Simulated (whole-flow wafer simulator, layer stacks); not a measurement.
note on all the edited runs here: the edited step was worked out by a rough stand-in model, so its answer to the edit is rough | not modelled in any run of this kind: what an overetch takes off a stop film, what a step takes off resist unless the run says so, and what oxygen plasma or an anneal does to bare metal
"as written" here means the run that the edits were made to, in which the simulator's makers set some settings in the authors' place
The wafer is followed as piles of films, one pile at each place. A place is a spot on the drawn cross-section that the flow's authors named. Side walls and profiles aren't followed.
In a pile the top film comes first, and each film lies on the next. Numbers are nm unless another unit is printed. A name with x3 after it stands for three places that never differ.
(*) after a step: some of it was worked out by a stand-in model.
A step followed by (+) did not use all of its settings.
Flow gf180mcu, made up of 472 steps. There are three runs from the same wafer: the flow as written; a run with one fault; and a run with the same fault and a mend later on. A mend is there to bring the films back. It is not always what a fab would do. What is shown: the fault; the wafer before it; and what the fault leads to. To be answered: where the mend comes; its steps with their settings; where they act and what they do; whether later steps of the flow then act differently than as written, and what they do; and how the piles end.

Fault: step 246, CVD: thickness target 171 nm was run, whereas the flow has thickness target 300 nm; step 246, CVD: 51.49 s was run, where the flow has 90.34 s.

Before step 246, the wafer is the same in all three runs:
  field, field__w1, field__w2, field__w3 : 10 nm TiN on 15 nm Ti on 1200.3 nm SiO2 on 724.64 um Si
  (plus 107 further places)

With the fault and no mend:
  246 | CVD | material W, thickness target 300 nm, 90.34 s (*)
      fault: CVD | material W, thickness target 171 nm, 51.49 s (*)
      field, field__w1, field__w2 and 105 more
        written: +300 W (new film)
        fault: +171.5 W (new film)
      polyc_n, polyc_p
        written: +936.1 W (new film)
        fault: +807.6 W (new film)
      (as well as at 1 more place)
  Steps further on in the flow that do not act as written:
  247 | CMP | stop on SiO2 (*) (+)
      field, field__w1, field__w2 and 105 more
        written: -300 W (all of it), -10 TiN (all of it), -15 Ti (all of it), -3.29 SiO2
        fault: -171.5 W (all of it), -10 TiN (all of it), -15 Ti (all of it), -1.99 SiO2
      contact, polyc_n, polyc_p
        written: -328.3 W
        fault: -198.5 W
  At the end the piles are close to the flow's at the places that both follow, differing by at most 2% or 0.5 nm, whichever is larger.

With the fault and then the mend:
  After step 246 comes the mend.
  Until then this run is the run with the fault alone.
  246a | CVD | material W, thickness target 129 nm, 38.85 s (a further turn of the flow's step 246, with different settings)
      field, field__w1, field__w2 and 108 more
        +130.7 W
  Later steps of the flow that are run all act as written at every place that is followed, up to a difference of at most 2% or 0.5 nm, whichever is larger.
  At the end the piles are close to the flow's at the places that both follow, differing by at most 2% or 0.5 nm, whichever is larger.
